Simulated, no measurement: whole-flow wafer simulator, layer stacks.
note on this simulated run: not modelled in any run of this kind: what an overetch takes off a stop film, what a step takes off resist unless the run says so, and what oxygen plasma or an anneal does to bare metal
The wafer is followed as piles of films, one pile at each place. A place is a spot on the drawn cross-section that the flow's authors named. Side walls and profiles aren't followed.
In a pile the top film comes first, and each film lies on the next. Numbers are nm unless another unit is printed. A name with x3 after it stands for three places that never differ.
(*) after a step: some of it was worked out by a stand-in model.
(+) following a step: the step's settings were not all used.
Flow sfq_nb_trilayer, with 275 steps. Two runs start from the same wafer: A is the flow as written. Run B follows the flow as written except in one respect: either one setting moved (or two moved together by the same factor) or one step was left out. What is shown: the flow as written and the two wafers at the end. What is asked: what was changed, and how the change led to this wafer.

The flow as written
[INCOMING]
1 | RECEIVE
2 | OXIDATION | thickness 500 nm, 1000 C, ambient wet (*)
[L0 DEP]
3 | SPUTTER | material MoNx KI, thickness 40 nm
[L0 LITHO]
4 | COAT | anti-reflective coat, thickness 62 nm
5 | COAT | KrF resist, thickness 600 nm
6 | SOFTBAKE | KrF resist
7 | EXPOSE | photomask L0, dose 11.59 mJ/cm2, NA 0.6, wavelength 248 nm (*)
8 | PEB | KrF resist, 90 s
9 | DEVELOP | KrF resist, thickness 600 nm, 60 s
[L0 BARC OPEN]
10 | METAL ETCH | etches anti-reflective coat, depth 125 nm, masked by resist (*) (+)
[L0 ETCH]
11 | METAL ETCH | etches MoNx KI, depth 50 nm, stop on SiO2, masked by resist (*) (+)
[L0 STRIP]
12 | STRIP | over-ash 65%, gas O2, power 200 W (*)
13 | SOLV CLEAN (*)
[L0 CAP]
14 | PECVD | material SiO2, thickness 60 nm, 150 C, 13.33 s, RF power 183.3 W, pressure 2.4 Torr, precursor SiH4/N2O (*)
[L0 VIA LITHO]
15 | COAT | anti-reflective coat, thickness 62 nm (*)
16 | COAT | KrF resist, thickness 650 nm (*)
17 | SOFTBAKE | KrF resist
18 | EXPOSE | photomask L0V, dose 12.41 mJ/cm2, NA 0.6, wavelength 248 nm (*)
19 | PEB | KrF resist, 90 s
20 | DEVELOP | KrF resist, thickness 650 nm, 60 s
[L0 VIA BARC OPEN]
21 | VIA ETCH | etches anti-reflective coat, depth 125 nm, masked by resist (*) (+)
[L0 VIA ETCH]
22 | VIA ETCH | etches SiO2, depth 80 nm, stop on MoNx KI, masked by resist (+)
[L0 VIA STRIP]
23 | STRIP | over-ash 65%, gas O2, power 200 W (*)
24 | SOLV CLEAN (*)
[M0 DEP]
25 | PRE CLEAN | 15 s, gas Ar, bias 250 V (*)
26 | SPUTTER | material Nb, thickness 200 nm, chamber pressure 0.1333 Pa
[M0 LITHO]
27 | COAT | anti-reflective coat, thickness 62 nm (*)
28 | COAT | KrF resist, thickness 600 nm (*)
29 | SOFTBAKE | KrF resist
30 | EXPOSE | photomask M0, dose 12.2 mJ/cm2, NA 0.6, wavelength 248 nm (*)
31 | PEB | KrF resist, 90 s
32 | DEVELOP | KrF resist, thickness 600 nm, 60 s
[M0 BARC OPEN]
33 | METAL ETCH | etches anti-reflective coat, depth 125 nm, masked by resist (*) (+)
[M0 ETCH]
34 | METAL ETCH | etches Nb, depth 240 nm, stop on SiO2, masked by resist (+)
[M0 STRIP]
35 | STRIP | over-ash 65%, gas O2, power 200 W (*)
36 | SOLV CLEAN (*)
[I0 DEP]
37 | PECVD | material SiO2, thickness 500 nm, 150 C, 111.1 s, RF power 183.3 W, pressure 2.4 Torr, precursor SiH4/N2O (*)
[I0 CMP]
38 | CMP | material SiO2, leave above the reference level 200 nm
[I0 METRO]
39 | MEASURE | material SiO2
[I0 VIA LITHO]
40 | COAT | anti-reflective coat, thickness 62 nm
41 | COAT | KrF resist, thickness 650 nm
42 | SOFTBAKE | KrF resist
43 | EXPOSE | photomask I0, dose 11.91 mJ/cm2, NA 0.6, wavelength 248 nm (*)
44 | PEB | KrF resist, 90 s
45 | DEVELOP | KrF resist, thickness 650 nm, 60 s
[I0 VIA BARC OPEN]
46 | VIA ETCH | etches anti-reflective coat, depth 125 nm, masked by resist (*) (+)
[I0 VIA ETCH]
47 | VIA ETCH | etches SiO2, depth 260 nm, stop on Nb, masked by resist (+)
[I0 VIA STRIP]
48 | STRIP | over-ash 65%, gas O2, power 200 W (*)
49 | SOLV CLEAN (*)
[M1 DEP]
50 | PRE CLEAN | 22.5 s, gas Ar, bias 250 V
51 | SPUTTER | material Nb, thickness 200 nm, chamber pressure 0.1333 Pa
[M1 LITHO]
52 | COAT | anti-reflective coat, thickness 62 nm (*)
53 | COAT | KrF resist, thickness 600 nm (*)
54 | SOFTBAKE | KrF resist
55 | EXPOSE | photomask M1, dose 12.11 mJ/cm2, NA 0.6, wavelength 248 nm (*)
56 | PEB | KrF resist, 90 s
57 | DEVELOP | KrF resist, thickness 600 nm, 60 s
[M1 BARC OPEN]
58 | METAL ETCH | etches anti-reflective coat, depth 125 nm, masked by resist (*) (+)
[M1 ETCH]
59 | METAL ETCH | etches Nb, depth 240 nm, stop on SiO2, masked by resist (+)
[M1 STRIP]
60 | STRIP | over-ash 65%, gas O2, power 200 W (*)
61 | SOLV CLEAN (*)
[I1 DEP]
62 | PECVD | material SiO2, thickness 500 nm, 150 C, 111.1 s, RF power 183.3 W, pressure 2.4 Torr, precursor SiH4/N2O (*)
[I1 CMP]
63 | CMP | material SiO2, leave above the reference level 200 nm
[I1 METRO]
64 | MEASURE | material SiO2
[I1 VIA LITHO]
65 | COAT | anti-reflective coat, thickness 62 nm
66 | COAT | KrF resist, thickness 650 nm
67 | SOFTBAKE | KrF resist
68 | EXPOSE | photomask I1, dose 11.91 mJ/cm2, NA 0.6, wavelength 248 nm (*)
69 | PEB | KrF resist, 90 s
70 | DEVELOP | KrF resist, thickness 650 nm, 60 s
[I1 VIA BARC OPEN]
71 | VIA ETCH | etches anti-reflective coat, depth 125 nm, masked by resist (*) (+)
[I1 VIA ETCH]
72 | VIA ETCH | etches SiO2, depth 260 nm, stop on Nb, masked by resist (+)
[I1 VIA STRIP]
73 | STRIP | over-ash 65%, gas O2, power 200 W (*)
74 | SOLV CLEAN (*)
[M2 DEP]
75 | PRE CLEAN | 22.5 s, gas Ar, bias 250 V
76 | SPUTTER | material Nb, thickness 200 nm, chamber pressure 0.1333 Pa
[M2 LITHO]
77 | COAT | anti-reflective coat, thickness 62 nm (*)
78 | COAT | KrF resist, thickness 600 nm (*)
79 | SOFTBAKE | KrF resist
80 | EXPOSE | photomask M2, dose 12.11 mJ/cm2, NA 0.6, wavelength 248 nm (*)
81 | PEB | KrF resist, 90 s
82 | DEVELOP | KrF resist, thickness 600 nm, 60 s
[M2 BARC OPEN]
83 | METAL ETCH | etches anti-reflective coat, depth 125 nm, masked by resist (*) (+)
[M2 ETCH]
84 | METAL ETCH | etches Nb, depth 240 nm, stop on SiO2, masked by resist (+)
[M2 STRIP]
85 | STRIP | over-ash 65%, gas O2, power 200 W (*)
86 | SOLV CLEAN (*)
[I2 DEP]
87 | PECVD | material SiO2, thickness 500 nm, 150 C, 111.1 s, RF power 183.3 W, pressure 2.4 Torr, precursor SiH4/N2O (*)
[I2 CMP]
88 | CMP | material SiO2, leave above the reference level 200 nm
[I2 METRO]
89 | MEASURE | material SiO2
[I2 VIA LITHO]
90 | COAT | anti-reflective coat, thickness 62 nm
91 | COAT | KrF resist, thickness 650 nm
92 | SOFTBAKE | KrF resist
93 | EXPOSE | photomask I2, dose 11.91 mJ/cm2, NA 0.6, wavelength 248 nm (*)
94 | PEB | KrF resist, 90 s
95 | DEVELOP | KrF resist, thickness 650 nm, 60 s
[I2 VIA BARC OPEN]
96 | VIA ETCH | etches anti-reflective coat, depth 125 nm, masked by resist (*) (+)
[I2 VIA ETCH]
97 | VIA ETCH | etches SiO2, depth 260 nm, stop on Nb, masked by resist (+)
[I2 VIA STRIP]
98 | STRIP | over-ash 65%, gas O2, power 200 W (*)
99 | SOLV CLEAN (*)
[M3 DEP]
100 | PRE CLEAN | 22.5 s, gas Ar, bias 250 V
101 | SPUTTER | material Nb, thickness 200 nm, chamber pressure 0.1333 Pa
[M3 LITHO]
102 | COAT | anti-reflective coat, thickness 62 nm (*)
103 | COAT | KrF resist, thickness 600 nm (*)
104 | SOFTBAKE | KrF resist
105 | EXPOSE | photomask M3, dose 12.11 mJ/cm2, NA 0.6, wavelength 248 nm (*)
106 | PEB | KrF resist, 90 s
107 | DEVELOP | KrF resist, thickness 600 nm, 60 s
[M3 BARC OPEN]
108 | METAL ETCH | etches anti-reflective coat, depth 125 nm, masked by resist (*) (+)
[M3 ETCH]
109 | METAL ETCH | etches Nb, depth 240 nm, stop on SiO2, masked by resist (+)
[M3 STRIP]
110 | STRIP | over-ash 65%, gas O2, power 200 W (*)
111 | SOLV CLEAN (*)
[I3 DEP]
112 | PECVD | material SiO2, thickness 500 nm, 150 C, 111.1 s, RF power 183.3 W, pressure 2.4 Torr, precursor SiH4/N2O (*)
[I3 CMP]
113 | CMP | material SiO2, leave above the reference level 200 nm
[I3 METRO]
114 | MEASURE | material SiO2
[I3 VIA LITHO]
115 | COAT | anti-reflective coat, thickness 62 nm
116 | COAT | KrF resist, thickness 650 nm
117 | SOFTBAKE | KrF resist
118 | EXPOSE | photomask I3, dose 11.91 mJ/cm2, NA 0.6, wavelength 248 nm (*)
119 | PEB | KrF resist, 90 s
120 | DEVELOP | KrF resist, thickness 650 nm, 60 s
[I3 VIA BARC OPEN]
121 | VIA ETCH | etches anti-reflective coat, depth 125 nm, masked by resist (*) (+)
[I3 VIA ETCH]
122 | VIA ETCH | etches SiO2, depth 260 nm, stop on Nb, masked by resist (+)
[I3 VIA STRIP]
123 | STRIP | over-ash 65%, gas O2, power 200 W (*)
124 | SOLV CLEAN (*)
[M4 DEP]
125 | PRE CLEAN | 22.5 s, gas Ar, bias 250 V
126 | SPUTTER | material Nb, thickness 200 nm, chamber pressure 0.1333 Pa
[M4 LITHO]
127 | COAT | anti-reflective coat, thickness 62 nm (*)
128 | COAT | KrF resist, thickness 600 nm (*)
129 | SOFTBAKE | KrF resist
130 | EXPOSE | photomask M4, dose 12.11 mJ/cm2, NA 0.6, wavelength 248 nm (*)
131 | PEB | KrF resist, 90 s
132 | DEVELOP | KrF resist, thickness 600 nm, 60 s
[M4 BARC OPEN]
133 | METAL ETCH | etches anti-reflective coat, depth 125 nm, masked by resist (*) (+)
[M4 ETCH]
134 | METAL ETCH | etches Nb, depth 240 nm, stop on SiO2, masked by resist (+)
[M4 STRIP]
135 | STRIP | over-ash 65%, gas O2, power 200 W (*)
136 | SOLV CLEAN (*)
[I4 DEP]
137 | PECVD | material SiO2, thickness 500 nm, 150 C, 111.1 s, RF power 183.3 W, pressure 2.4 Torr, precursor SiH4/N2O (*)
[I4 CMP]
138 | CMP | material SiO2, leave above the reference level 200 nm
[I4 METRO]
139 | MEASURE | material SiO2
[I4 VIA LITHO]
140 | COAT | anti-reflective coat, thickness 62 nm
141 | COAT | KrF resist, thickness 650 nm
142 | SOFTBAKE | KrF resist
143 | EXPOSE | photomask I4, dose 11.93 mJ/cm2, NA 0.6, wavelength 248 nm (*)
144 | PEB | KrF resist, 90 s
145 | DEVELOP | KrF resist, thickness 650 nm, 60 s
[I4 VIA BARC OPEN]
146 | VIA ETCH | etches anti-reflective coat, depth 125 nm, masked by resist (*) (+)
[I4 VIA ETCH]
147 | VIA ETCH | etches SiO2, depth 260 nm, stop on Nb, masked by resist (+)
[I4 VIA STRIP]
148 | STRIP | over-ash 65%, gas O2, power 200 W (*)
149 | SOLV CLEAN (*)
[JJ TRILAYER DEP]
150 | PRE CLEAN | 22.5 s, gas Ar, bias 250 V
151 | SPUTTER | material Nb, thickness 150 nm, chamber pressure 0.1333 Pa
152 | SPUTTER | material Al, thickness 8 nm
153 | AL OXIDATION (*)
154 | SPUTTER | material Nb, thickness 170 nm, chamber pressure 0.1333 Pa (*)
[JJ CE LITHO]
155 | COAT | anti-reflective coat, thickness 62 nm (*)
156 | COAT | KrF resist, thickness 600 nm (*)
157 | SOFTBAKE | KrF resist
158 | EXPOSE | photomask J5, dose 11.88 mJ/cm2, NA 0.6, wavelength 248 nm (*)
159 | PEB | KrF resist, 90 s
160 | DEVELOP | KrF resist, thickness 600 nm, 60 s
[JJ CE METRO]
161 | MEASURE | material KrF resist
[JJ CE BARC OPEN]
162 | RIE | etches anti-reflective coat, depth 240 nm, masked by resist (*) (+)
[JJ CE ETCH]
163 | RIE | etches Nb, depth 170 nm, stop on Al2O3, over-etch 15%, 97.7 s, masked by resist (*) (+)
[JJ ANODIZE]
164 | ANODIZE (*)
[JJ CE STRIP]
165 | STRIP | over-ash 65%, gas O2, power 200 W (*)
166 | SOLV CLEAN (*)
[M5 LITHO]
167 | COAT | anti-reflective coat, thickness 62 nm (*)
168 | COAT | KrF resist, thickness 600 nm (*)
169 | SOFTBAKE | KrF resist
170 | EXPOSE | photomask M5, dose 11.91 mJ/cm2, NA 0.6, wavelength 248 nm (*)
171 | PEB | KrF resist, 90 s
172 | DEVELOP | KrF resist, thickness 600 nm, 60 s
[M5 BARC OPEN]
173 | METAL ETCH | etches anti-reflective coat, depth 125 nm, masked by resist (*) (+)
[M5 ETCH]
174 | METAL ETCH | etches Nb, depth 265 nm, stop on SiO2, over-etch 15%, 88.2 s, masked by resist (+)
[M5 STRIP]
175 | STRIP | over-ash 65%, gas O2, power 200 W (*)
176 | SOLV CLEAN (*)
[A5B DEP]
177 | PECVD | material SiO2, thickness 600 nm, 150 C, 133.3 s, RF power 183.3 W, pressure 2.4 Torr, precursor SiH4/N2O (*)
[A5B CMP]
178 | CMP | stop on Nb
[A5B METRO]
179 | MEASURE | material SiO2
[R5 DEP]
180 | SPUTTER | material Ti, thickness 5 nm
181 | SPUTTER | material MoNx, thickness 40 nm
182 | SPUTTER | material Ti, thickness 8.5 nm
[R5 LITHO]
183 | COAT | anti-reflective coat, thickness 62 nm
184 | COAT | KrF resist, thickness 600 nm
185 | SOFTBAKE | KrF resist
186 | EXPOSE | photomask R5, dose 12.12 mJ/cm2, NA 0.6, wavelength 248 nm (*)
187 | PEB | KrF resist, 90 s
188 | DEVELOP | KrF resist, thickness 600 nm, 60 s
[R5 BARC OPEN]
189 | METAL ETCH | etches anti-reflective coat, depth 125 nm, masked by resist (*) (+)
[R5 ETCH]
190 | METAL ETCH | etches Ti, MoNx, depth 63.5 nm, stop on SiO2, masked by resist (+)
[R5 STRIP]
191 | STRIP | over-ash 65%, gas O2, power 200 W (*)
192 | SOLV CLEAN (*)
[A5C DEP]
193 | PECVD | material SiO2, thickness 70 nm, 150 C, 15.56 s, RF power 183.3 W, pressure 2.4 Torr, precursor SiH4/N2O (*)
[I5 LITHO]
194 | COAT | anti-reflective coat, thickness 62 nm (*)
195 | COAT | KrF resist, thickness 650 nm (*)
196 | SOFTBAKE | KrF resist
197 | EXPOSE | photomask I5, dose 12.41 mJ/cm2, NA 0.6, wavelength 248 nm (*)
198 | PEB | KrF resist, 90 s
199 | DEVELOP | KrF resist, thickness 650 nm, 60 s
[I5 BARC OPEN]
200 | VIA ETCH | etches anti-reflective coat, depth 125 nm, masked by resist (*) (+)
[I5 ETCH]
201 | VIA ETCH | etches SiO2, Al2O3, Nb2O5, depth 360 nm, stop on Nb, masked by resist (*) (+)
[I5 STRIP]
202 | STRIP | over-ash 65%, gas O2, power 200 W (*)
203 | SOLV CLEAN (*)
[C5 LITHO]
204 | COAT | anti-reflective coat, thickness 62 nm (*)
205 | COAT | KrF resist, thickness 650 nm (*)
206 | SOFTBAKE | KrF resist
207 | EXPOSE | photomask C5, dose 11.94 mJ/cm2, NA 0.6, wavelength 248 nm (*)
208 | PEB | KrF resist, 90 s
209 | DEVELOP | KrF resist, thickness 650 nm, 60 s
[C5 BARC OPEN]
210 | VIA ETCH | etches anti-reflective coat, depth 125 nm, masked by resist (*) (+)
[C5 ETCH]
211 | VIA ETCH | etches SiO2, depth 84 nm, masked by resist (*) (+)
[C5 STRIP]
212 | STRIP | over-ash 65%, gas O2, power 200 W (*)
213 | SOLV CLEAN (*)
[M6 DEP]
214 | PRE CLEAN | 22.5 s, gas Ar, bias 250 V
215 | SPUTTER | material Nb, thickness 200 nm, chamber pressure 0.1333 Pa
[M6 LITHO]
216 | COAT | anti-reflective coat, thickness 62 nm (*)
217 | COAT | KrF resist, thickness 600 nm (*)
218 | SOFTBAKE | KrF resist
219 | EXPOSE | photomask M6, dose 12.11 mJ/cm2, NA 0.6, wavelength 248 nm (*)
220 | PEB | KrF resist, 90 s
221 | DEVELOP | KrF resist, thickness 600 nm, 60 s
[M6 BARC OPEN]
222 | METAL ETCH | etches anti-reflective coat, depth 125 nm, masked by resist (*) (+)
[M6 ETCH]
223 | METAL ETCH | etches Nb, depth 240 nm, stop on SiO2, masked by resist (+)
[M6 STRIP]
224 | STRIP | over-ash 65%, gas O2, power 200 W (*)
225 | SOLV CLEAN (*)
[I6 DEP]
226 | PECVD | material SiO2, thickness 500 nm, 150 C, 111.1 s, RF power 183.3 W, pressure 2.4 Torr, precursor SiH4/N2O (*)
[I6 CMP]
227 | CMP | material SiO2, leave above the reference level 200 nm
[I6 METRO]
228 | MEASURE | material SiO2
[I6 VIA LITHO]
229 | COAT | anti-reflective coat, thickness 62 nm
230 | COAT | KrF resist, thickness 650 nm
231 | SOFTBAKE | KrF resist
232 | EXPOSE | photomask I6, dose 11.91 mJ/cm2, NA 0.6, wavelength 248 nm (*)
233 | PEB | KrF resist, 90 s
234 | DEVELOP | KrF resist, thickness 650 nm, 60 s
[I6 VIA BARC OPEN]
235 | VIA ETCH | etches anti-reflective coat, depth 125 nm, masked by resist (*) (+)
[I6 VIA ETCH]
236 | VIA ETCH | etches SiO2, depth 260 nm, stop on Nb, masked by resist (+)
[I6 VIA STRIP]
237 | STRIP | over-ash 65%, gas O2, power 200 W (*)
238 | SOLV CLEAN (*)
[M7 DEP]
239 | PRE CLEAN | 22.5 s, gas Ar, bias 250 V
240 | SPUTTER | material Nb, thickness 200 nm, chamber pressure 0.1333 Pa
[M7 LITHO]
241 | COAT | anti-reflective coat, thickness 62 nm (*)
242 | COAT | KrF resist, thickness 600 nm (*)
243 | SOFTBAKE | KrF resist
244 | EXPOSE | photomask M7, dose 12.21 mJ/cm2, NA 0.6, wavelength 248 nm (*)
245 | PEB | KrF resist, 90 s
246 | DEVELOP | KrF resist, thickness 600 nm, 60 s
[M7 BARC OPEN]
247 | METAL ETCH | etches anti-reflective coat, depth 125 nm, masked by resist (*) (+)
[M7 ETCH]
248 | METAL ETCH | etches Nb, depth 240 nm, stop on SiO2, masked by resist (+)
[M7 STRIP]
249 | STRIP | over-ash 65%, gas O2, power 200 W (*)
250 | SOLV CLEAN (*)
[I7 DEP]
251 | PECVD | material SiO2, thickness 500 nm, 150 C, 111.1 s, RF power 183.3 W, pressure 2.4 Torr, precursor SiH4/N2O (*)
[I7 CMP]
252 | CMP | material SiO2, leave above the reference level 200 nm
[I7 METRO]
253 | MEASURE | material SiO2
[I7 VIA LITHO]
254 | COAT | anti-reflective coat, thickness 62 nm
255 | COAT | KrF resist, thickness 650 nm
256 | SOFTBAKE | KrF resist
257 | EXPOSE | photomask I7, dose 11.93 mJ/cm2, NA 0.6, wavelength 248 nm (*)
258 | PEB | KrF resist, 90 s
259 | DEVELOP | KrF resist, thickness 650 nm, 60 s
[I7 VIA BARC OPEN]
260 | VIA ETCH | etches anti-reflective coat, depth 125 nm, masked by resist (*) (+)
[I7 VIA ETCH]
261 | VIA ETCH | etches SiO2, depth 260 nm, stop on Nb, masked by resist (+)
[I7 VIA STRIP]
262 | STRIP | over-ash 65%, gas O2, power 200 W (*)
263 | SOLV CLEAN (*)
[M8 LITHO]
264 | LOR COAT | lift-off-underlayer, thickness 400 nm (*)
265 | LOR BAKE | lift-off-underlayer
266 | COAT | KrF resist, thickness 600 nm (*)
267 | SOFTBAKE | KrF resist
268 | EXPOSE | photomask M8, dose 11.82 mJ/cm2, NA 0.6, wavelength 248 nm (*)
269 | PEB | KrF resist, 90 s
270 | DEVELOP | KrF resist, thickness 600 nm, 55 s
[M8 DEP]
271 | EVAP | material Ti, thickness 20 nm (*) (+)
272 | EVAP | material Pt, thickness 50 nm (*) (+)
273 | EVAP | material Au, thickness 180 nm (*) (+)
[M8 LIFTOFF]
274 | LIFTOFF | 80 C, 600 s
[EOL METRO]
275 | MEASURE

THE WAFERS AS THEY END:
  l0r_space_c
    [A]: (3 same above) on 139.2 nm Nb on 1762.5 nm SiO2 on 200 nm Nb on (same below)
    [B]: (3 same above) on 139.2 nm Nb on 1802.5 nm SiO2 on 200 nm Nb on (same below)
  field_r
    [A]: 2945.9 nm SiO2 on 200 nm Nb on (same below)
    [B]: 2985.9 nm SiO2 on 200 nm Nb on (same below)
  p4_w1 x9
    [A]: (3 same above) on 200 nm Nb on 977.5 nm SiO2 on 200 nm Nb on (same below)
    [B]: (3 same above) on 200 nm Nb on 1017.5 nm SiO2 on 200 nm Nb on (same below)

What caused this: step 51, SPUTTER: thickness 240 nm was run, while the flow as written has thickness 200 nm.

The path from the change to this, step by step:
  51 | SPUTTER | material Nb, thickness 200 nm, chamber pressure 0.1333 Pa
      field_l, v_sur, via_wl and 102 more: A Nb gains 200 (new film) | B Nb gains 240 (new film)
      via_w: A Nb gains 174.5 | B Nb gains 209.9
  52 | COAT | anti-reflective coat, thickness 62 nm (*)
      via_wl: A anti-reflective coat gains 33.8 (new film) | B anti-reflective coat gains 32.4 (new film)
      via_wr: A anti-reflective coat gains 34.9 (new film) | B anti-reflective coat gains 33.6 (new film)
  59 | METAL ETCH | etches Nb, depth 240 nm, stop on SiO2, masked by resist (+)
      field_l, be, be_sur and 79 more: A Nb loses 200 (all of it) | B Nb loses 240 (all of it)
  60 | STRIP | over-ash 65%, gas O2, power 200 W (*)
      via_wl: A KrF resist loses 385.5 (all of it), anti-reflective coat loses 33.8 (all of it) | B KrF resist loses 385.9 (all of it), anti-reflective coat loses 32.4 (all of it)
      via_wr: A KrF resist loses 384.4 (all of it), anti-reflective coat loses 34.9 (all of it) | B KrF resist loses 384.8 (all of it), anti-reflective coat loses 33.6 (all of it)
  62 | PECVD | material SiO2, thickness 500 nm, 150 C, 111.1 s, RF power 183.3 W, pressure 2.4 Torr, precursor SiH4/N2O (*)
      wl_d_sl, wl_d_sr: A SiO2 gains 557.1 | B SiO2 gains 597.1
      via_w: A SiO2 gains 606 (new film) | B SiO2 gains 586.1 (new film)
  63 | CMP | material SiO2, leave above the reference level 200 nm
      field_l, be, be_sur and 72 more: A SiO2 loses 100 | B SiO2 loses 60
      lsp_m, ln_m6, lsp_r, l0_sur, l0v: A SiO2 loses 94.9 | B SiO2 loses 53.9
      (also at 1 further place)
